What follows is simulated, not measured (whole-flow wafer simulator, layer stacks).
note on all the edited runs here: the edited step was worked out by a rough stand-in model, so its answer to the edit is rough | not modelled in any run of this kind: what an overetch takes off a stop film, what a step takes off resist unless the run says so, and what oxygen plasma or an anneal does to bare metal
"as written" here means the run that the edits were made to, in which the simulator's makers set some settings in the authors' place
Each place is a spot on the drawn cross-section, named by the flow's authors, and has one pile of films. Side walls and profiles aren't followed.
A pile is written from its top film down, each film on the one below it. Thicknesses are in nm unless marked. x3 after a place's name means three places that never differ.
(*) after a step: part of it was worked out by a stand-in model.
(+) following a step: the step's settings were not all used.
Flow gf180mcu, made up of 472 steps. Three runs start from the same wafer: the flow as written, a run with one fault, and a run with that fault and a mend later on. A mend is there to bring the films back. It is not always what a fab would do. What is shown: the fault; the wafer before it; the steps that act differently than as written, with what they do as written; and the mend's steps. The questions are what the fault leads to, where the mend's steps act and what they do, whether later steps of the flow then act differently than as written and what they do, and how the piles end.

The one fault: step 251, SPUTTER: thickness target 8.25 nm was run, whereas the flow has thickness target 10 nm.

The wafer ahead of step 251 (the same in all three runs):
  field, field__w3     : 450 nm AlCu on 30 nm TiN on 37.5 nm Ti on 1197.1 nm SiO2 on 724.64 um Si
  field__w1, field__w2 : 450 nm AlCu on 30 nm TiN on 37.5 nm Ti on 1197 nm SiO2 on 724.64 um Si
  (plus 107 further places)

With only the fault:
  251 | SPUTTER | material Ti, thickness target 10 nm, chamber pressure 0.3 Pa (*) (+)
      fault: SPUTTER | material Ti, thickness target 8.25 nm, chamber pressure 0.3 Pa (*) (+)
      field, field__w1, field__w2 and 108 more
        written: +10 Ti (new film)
        fault: +8.25 Ti (new film)
  Steps further on in the flow that do not act as written (not shown: 4 more steps that differ only slightly, by at most 2% or 0.5 nm, whichever is larger):
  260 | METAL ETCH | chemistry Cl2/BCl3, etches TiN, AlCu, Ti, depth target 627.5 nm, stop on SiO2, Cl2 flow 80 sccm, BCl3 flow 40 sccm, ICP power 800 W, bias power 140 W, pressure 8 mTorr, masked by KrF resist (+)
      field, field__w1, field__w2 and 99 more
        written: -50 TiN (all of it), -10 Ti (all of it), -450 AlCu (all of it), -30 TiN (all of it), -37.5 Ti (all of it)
        fault: -50 TiN (all of it), -8.25 Ti (all of it), -450 AlCu (all of it), -30 TiN (all of it), -37.5 Ti (all of it)
  At field__w8, contact, m1 and 6 more, the piles at the end differ from the flow's by more than 2% or 0.5 nm, whichever is larger.
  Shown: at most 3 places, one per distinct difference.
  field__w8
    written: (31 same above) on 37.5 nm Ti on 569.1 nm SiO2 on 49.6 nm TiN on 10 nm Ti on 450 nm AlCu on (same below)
    fault: (31 same above) on 37.5 nm Ti on 570.9 nm SiO2 on 49.6 nm TiN on 8.25 nm Ti on 450 nm AlCu on (same below)
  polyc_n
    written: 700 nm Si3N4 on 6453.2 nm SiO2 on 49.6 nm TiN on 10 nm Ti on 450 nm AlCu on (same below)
    fault: 700 nm Si3N4 on 6454.9 nm SiO2 on 49.6 nm TiN on 8.25 nm Ti on 450 nm AlCu on (same below)
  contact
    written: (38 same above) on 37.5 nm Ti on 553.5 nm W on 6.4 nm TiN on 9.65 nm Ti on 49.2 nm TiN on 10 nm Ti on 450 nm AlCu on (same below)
    fault: (38 same above) on 37.5 nm Ti on 555.3 nm W on 6.4 nm TiN on 9.64 nm Ti on 49.2 nm TiN on 8.25 nm Ti on 450 nm AlCu on (same below)

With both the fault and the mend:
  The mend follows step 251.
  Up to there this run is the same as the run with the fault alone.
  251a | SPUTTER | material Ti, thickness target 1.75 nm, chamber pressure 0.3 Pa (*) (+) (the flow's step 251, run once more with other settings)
      field, field__w1, field__w2 and 108 more
        +1.75 Ti
  None of the later steps of the flow acts differently than as written at any place that is followed.
  The piles end the same as the flow's at every place that both follow.
